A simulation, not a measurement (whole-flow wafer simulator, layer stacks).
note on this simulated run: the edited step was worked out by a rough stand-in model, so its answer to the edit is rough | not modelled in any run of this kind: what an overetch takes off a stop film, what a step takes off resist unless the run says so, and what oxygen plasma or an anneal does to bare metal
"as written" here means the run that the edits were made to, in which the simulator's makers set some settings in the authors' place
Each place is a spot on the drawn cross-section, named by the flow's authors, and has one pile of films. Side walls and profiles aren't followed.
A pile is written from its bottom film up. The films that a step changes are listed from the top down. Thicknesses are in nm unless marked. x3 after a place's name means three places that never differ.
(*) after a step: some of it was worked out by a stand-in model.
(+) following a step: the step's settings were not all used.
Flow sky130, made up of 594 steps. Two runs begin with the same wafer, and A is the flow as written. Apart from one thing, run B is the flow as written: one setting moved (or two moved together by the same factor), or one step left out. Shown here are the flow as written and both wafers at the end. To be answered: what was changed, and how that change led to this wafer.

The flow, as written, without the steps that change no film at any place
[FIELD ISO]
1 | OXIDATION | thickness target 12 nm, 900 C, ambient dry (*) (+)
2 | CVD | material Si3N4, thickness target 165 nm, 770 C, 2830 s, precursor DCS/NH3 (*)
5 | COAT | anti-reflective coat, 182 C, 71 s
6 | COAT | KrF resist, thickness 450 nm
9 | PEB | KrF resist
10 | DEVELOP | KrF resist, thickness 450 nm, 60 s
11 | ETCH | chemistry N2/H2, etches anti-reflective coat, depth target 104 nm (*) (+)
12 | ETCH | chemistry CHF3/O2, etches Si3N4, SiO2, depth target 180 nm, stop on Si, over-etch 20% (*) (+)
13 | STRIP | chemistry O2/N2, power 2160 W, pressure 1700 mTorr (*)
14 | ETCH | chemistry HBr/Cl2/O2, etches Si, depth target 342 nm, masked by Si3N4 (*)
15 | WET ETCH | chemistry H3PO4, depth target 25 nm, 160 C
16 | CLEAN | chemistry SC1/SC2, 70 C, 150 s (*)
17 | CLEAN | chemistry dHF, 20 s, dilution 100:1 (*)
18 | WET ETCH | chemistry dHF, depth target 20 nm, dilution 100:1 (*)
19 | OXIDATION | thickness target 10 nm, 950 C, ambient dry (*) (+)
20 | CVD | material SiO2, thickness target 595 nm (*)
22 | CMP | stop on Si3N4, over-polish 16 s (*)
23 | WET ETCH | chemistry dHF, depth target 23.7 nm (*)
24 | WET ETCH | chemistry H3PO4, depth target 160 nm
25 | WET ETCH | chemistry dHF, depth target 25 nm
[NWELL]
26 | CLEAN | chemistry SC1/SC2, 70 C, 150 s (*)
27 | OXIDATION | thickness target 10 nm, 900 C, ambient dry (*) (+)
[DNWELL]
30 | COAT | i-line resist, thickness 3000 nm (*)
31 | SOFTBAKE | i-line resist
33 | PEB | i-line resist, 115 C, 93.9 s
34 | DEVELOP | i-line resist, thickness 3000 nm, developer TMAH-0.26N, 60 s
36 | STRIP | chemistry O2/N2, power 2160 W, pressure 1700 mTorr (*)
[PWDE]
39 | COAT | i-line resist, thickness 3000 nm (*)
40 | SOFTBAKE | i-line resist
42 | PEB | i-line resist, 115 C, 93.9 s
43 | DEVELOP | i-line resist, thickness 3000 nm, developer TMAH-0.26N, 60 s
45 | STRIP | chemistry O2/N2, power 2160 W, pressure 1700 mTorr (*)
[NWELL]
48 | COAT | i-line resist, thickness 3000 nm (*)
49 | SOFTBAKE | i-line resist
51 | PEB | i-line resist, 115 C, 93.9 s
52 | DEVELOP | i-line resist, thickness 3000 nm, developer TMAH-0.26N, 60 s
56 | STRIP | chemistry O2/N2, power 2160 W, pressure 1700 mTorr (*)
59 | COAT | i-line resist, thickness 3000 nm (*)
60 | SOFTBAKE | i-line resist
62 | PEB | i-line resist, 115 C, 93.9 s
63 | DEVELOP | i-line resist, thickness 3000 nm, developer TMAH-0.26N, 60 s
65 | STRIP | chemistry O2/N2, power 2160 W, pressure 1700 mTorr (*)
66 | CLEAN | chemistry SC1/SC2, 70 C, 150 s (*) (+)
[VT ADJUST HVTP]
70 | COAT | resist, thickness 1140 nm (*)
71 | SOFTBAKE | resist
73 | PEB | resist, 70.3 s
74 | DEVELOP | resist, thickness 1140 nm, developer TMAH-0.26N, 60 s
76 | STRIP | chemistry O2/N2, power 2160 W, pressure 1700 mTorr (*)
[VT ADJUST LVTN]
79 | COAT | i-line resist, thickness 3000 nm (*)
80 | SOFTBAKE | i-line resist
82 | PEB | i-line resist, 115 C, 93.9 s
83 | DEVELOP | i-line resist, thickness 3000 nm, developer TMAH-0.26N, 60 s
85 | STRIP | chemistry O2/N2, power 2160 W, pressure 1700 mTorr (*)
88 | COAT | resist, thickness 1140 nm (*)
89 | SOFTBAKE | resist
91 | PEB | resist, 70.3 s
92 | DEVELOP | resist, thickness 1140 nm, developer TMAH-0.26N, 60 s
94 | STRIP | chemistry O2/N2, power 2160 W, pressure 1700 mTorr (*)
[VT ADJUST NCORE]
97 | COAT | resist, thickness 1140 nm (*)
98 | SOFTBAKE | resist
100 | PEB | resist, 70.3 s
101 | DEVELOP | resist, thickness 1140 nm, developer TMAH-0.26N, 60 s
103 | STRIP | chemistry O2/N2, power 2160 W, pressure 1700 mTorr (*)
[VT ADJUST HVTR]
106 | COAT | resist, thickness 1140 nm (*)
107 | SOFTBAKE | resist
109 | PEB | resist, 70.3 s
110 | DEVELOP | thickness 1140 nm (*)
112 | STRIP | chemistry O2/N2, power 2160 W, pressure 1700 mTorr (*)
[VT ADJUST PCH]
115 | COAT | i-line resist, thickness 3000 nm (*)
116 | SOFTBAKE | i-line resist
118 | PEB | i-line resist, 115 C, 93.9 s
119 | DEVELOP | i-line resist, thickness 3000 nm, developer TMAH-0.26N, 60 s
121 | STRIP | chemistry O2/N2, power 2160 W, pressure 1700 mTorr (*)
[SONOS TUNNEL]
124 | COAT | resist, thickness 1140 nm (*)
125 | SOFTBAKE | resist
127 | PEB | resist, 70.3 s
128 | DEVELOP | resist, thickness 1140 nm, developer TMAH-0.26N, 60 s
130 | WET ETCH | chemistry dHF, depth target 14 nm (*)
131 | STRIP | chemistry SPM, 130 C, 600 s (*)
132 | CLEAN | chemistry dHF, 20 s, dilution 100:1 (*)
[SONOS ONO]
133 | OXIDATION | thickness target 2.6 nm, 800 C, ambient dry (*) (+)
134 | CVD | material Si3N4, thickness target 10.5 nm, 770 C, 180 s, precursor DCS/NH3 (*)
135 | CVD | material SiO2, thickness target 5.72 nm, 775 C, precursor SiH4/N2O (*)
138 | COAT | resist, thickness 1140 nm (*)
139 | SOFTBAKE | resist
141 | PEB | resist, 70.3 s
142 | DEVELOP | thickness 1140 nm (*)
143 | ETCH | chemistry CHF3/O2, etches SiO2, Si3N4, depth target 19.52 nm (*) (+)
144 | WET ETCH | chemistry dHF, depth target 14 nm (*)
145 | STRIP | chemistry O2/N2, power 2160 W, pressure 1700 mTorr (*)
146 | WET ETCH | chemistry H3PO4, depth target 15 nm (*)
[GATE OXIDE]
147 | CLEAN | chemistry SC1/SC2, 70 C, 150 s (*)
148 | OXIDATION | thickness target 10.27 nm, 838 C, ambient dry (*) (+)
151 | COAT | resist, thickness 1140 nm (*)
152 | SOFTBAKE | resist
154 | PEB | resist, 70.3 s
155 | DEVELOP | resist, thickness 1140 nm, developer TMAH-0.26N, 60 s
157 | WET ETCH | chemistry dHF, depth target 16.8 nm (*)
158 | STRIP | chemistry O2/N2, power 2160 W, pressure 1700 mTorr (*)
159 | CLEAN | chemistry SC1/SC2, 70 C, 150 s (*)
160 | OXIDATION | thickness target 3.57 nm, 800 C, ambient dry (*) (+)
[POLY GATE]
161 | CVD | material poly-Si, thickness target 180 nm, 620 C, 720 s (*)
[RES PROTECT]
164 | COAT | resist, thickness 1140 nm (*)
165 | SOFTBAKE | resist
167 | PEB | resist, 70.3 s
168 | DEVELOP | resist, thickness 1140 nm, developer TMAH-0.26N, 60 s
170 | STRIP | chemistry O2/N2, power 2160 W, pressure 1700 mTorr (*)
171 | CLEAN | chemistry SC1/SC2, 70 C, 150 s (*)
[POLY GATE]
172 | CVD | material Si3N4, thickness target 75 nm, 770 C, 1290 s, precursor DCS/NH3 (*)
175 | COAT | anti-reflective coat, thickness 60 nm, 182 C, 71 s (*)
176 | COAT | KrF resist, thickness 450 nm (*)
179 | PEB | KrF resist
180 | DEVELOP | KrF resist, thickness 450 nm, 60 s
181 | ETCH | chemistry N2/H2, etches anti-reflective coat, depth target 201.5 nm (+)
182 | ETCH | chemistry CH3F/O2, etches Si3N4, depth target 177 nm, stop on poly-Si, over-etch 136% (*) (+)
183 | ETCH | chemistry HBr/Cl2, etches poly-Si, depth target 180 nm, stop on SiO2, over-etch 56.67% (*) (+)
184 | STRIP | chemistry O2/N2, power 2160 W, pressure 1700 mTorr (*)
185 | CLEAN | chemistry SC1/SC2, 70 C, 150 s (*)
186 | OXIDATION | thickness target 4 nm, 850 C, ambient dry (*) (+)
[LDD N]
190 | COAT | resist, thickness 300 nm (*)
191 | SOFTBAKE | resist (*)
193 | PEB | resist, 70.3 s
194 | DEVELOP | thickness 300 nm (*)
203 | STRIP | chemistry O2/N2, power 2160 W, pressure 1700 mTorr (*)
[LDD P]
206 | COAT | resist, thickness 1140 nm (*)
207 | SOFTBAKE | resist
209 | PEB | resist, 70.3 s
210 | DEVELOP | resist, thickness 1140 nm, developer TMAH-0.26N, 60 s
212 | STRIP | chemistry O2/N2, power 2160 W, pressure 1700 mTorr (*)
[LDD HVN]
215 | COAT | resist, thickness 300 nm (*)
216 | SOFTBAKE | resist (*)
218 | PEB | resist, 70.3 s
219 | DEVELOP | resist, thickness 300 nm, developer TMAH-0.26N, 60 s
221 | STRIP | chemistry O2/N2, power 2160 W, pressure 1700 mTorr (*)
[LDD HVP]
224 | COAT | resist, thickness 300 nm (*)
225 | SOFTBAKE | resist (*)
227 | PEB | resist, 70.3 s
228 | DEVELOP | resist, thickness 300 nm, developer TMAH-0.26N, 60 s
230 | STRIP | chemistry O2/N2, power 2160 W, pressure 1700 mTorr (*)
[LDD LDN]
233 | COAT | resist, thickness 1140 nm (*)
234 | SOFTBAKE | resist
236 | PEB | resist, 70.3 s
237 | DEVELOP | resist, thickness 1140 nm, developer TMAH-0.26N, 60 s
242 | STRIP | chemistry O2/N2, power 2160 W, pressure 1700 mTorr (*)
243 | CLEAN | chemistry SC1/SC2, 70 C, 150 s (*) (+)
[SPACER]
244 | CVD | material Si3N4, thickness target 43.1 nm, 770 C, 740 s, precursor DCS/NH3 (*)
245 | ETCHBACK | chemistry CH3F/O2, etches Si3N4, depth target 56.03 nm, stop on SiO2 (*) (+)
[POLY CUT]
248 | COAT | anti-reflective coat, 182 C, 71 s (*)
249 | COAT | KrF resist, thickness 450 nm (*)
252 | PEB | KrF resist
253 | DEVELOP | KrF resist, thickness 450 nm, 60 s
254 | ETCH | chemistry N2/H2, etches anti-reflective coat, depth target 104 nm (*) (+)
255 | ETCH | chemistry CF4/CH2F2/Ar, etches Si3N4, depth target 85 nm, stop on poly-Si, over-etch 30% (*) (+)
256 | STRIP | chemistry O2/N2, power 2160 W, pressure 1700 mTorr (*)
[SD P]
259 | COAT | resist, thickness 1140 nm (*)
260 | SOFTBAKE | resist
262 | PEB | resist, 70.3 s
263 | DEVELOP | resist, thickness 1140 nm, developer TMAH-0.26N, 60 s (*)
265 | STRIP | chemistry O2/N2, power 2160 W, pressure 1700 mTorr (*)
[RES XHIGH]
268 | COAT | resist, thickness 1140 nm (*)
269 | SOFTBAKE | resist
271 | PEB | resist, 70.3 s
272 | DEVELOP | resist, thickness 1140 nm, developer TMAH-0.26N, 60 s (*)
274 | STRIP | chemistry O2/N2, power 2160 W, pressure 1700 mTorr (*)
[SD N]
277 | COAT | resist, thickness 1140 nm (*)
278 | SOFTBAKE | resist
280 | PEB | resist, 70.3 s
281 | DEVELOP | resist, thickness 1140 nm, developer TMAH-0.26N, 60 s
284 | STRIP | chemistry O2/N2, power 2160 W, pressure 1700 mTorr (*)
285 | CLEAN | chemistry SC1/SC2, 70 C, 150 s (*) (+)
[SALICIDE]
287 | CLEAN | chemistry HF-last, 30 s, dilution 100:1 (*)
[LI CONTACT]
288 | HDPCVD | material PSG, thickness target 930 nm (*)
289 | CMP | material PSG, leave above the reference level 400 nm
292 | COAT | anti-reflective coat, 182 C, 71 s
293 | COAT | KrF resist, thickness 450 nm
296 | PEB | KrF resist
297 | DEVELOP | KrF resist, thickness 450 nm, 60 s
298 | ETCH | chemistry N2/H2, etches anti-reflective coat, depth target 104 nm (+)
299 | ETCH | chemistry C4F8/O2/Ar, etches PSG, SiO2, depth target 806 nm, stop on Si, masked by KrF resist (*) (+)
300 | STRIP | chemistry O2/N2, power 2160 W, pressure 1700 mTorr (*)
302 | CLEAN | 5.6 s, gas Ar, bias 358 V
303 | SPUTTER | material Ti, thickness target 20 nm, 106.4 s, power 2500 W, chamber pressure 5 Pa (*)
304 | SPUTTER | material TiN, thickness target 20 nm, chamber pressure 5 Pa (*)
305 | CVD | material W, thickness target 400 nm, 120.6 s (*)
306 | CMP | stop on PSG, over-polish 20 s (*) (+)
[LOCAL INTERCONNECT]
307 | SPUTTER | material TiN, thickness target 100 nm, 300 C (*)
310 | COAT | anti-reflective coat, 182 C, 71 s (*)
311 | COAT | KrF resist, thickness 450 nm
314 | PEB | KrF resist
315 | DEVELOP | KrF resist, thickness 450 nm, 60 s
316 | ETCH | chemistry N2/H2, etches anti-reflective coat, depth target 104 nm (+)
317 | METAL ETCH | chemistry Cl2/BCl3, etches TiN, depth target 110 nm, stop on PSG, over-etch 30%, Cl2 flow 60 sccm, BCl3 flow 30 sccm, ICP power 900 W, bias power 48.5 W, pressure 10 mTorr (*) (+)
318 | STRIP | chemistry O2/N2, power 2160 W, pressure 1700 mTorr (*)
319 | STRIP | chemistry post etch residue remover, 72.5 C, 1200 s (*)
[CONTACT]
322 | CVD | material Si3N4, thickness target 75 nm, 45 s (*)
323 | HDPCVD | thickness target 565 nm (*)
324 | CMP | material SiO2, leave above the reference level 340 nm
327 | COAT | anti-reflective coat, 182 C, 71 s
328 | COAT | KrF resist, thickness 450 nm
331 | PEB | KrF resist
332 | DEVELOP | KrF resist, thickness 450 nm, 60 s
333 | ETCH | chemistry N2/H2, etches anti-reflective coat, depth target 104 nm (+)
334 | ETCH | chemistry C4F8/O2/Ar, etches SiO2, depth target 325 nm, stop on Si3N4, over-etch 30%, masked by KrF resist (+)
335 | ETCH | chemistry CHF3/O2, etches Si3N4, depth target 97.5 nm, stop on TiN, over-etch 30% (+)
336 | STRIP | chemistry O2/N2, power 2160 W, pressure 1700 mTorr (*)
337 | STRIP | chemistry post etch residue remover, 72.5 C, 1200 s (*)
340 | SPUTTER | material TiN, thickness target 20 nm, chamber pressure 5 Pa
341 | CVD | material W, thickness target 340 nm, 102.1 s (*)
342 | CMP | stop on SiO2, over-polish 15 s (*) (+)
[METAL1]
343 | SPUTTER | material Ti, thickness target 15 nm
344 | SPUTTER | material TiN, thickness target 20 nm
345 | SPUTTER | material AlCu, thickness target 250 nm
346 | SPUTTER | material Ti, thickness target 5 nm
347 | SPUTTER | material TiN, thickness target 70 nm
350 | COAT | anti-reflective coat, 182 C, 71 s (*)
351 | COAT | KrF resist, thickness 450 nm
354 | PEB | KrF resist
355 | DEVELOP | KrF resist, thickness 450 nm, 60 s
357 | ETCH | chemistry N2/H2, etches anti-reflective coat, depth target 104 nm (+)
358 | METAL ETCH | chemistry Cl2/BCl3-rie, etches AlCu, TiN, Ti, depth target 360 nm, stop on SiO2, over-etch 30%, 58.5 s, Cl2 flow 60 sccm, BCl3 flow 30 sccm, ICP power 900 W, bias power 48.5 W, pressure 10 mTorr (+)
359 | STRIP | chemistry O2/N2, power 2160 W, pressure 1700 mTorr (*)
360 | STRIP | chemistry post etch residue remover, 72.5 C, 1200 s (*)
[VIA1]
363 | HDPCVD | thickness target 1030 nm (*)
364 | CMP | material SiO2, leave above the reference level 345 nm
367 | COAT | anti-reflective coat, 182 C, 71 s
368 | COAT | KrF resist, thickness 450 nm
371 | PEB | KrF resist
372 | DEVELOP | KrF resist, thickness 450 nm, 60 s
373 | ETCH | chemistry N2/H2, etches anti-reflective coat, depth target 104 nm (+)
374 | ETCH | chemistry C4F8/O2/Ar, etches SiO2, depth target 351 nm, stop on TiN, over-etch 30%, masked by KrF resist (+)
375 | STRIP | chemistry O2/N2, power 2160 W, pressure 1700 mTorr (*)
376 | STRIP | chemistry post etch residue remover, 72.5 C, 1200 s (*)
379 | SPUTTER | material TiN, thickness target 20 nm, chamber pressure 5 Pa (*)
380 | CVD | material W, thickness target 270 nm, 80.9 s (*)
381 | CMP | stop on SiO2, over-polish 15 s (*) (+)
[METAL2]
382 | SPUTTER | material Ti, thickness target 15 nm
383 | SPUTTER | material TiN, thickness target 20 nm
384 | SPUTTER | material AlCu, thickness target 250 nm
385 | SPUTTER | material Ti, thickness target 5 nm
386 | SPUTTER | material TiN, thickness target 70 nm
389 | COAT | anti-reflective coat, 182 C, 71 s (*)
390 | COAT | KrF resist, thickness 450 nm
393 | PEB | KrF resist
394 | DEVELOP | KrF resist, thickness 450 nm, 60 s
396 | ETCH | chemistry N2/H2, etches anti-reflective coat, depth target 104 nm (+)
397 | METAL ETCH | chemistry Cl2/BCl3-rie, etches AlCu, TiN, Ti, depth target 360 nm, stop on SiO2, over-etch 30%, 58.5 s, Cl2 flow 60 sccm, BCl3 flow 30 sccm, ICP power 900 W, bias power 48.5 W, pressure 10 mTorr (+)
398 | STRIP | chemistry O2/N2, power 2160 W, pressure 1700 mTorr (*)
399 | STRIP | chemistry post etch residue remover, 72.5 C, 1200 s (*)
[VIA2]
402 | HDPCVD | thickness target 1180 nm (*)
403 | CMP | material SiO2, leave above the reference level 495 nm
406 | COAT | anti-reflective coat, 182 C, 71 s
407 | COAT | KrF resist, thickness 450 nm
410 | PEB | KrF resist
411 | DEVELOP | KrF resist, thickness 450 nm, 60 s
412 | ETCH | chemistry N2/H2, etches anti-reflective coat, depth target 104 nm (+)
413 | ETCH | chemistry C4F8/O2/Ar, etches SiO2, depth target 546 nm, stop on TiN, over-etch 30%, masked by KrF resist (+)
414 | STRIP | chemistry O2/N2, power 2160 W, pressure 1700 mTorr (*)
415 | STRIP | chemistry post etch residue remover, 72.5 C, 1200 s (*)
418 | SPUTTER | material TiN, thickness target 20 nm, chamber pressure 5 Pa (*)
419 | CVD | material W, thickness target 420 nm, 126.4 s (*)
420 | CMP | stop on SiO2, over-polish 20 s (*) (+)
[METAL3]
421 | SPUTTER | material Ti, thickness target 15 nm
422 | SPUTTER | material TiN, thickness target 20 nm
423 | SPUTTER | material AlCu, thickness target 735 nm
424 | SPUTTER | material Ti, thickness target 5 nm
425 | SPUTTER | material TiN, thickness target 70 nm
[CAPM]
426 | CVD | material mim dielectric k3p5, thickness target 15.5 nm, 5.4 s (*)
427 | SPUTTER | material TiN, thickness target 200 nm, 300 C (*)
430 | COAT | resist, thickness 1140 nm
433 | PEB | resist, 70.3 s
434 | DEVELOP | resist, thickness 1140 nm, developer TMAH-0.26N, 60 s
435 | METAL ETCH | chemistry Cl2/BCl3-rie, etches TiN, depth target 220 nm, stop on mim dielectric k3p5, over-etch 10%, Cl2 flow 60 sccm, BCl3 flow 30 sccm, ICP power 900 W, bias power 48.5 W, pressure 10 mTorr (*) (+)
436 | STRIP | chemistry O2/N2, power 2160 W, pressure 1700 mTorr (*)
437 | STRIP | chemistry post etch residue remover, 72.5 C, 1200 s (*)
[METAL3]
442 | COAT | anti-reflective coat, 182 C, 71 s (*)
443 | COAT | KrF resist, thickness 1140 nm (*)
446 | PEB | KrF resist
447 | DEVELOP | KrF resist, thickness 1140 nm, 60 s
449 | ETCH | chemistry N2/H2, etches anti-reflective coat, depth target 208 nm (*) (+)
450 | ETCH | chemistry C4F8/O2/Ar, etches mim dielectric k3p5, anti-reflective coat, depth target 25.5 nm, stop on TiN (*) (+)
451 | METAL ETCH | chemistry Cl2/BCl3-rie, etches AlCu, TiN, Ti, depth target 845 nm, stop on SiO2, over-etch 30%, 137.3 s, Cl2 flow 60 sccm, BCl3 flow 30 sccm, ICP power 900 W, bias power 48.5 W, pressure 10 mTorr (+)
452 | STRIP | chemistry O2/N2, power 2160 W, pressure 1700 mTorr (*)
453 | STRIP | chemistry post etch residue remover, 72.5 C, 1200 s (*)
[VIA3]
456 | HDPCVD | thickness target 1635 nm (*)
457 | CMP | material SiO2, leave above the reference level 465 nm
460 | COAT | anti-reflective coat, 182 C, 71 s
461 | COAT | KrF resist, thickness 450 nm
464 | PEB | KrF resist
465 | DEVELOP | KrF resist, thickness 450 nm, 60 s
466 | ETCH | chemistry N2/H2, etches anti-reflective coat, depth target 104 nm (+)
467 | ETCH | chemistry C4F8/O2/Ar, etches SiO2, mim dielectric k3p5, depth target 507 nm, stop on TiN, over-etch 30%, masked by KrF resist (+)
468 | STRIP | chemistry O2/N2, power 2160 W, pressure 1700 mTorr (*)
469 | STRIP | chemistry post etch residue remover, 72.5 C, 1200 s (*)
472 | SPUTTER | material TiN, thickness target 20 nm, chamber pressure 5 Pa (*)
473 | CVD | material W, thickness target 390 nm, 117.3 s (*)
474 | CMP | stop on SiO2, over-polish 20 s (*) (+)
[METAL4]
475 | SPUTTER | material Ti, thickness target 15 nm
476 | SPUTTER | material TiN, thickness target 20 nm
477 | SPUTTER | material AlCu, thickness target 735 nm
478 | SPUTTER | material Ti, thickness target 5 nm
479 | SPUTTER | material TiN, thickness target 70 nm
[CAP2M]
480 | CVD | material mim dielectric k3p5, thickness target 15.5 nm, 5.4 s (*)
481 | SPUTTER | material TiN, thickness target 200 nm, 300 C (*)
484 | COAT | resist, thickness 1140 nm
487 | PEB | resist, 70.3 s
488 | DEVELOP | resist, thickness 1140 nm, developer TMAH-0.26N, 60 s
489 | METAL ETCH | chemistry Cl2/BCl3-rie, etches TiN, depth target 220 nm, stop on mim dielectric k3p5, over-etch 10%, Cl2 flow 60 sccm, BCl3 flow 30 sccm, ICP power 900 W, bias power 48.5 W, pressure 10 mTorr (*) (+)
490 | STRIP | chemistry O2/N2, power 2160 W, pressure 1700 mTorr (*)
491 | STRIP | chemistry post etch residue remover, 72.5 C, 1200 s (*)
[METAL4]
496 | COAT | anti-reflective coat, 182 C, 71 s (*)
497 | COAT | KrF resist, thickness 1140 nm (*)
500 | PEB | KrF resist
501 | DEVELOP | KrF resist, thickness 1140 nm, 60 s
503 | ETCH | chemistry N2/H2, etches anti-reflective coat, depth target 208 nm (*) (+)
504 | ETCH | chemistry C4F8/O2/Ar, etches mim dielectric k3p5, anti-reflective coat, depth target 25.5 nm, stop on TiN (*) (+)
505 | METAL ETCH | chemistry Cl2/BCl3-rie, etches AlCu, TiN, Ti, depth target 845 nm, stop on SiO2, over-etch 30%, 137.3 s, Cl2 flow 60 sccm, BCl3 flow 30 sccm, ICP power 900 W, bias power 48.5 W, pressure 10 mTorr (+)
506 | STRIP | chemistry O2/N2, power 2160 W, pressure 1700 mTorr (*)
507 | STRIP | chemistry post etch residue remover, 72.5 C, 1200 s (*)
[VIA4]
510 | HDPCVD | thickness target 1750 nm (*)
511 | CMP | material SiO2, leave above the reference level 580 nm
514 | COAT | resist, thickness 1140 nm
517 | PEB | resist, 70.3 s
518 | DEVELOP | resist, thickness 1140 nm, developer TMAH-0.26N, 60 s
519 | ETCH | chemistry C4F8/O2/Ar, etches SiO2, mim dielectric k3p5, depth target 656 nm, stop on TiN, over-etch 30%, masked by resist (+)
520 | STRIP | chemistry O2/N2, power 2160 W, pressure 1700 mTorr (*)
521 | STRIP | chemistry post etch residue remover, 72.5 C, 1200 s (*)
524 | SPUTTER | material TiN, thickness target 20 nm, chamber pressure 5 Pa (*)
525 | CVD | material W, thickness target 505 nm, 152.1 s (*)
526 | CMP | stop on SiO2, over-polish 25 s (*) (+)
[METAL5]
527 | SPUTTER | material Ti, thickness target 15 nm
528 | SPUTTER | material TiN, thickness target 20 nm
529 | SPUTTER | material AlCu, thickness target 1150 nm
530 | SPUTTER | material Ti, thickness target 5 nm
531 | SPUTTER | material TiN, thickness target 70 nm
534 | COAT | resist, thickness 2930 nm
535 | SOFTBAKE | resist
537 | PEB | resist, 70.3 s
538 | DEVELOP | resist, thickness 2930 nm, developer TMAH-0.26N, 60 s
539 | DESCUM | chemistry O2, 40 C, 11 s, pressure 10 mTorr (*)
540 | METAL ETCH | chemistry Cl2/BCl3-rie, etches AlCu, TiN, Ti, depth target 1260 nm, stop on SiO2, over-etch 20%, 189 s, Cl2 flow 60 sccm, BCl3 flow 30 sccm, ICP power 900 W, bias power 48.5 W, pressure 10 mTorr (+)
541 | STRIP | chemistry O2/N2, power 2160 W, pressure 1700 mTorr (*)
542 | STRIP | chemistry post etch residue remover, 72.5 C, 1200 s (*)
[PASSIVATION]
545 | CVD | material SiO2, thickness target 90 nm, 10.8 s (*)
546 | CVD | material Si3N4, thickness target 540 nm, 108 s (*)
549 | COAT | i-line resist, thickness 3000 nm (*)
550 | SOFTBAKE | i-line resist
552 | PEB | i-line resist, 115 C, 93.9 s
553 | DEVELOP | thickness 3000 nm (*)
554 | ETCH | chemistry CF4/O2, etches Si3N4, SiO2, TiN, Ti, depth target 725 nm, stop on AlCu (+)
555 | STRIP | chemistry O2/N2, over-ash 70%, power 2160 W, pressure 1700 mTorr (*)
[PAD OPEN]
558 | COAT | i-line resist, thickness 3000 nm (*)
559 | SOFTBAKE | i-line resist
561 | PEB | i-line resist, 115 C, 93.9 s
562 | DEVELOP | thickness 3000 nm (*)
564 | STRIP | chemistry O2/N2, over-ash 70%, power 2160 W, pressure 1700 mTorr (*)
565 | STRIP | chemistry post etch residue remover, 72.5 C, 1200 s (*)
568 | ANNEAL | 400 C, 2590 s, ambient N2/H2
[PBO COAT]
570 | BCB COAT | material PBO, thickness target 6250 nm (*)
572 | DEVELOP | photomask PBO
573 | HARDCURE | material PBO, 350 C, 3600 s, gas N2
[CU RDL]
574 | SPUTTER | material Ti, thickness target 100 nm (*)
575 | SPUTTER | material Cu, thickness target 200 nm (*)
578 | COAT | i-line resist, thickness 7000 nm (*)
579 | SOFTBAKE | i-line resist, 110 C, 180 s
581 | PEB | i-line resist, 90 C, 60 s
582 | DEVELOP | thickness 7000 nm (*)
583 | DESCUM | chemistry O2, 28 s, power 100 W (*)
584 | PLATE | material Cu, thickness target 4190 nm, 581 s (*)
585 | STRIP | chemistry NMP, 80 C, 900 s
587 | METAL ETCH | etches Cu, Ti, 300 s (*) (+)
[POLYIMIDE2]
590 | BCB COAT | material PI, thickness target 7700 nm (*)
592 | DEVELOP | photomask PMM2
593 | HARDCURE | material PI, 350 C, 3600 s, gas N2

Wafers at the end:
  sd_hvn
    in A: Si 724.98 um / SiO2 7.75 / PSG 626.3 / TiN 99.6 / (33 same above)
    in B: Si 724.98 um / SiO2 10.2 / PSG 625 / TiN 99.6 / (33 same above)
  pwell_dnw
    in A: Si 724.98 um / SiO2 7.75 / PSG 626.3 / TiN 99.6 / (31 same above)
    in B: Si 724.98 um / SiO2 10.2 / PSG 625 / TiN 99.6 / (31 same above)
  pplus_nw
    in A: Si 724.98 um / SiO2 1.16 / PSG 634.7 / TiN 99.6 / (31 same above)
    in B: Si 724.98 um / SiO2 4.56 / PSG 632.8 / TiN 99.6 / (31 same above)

The reason: step 186, OXIDATION: 935 C was run, while the flow as written has 850 C.

The path from the change to this, step by step:
  186 | OXIDATION | thickness target 4 nm, 850 C, ambient dry (*) (+)
      field, mim, vpp_sp and 33 more: A SiO2 gains 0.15, Si loses 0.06 | B SiO2 gains 0.66, Si loses 0.29
      active, p_well, spacer and 26 more: A SiO2 gains 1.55, Si loses 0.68 | B SiO2 gains 4.96, Si loses 2.18
      (also at 34 further places)
  248 | COAT | anti-reflective coat, 182 C, 71 s (*)
      gate_hv: A anti-reflective coat gains 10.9 (new film) | B anti-reflective coat gains 11.6 (new film)
      gate_p_g5v0: A anti-reflective coat gains 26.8 (new film) | B anti-reflective coat gains 27.4 (new film)
      (also at 5 further places)
  256 | STRIP | chemistry O2/N2, power 2160 W, pressure 1700 mTorr (*)
      gate_hv: A KrF resist loses 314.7 (all of it), anti-reflective coat loses 10.9 (all of it) | B KrF resist loses 314.7 (all of it), anti-reflective coat loses 11.6 (all of it)
      gate_p_g5v0: A KrF resist loses 317.7 (all of it), anti-reflective coat loses 26.8 (all of it) | B KrF resist loses 317.6 (all of it), anti-reflective coat loses 27.4 (all of it)
      (also at 5 further places)
  299 | ETCH | chemistry C4F8/O2/Ar, etches PSG, SiO2, depth target 806 nm, stop on Si, masked by KrF resist (*) (+)
      contact, ndiff_licon, ndiff_licon_cpp: A PSG loses 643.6 (all of it), SiO2 loses 1.16 (all of it) | B PSG loses 641.7 (all of it), SiO2 loses 4.56 (all of it)
  303 | SPUTTER | material Ti, thickness target 20 nm, 106.4 s, power 2500 W, chamber pressure 5 Pa (*)
      ndiff_licon_cpp: A Ti gains 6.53 (new film) | B Ti gains 7.21 (new film)
  304 | SPUTTER | material TiN, thickness target 20 nm, chamber pressure 5 Pa (*)
      ndiff_licon_cpp: A TiN gains 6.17 (new film) | B TiN gains 6.78 (new film)
